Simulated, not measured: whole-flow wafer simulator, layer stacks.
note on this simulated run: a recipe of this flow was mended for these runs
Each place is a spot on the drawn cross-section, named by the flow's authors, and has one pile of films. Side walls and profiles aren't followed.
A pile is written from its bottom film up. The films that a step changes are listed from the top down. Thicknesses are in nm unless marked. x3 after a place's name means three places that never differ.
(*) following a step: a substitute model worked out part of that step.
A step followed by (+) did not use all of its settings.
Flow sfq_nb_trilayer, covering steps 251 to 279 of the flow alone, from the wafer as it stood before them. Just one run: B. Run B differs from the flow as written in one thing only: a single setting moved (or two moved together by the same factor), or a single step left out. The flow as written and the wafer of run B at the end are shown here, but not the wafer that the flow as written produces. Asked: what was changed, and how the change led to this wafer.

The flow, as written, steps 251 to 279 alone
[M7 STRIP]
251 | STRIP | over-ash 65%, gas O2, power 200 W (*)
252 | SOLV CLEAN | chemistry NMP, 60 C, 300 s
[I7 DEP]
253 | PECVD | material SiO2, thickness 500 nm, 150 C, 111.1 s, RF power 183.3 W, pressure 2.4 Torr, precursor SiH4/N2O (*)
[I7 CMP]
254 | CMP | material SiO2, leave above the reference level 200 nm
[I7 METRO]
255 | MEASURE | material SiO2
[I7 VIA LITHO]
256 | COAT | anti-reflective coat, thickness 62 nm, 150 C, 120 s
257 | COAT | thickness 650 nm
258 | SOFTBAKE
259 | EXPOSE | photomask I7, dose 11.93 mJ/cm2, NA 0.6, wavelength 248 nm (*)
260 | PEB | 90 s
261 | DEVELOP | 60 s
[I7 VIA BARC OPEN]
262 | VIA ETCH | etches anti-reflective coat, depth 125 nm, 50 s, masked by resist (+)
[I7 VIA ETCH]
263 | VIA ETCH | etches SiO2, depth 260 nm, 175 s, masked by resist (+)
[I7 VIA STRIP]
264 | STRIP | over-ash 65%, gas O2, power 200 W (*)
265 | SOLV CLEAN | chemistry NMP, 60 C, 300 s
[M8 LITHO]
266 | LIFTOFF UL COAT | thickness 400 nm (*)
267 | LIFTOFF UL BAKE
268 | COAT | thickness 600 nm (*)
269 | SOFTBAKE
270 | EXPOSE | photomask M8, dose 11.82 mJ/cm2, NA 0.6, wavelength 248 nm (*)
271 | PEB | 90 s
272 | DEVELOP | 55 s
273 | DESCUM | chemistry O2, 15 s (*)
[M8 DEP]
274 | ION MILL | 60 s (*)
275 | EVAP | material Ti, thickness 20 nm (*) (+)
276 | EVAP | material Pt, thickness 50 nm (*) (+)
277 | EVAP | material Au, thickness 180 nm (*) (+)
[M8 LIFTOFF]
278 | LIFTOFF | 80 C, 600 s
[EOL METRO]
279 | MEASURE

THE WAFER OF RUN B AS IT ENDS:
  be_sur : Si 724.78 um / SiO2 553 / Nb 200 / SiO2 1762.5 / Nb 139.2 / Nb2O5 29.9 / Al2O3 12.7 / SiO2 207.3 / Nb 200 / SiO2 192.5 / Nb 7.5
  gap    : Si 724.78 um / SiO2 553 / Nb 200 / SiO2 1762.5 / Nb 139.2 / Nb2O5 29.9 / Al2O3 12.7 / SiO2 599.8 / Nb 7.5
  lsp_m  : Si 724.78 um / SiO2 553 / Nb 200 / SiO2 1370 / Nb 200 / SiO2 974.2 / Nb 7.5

What caused this: step 253, PECVD: material SiO2, thickness 500 nm, 150 C, 111.1 s, RF power 183.3 W, pressure 2.4 Torr, precursor SiH4/N2O (*), was skipped.

Step by step, how the change led to this:
  254 | CMP | material SiO2, leave above the reference level 200 nm
      field_l, p4_fl, p4_fm and 56 more: nothing (it would be, as written: -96 SiO2)
      v_sur, via_wl, via_w and 37 more: -192.5 Nb (it would be, as written: -300 SiO2)
      (also at 7 further places)
  256 | COAT | anti-reflective coat, thickness 62 nm, 150 C, 120 s
      m0r_space_l, m0r_space_r, r5r_line_c, m6r_space_l, m6r_space_r: +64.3 anti-reflective coat (new film) (it would be, as written: +62 anti-reflective coat (new film))
      p4_fm, m5r_space_l x2, r5r_space_c: +63.6 anti-reflective coat (new film) (it would be, as written: +62 anti-reflective coat (new film))
      (also at 39 further places)
  262 | VIA ETCH | etches anti-reflective coat, depth 125 nm, 50 s, masked by resist (+)
      via_wl: -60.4 anti-reflective coat (all of it) (it would be, as written: -62 anti-reflective coat (all of it), -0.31 SiO2)
      via_wr: -59.3 anti-reflective coat (all of it) (it would be, as written: -62 anti-reflective coat (all of it), -0.31 SiO2)
  263 | VIA ETCH | etches SiO2, depth 260 nm, 175 s, masked by resist (+)
      via_wl, via_w, via_wr: -7.5 Nb (all of it), -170 SiO2 (it would be, as written: -199.7 SiO2 (all of it), -5.03 Nb)
  264 | STRIP | over-ash 65%, gas O2, power 200 W (*)
      m0r_space_l, m0r_space_r, r5r_line_c, m6r_space_l, m6r_space_r: -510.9 KrF-resist-other-grade (all of it), -64.3 anti-reflective coat (all of it) (it would be, as written: -510.8 KrF-resist-other-grade (all of it), -62 anti-reflective coat (all of it))
      m0r_line_l, m0r_line_r, m6r_line_l, m6r_line_r: -511.6 KrF-resist-other-grade (all of it), -63.5 anti-reflective coat (all of it) (it would be, as written: -510.8 KrF-resist-other-grade (all of it), -62 anti-reflective coat (all of it))
      (also at 37 further places)
  266 | LIFTOFF UL COAT | thickness 400 nm (*)
      via_wl: +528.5 lift-off-underlayer (new film) (it would be, as written: +553.5 lift-off-underlayer (new film))
      via_w: +517.3 lift-off-underlayer (new film) (it would be, as written: +539.8 lift-off-underlayer (new film))
      (also at 2 further places)
  272 | DEVELOP | 55 s
      via_wl: -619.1 KrF-resist-other-grade (all of it), -528.5 lift-off-underlayer (all of it) (it would be, as written: -624.5 KrF-resist-other-grade (all of it), -553.5 lift-off-underlayer (all of it))
      via_w: -629 KrF-resist-other-grade (all of it), -517.3 lift-off-underlayer (all of it) (it would be, as written: -636.4 KrF-resist-other-grade (all of it), -539.8 lift-off-underlayer (all of it))
      (also at 2 further places)
  274 | ION MILL | 60 s (*)
      v_sur, via_sp, wire: -7.5 Nb (all of it) (it would be, as written: -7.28 SiO2)
      via_wl, via_w, via_wr: -7.28 SiO2 (it would be, as written: -7.3 Nb)
      (also at 1 further place)
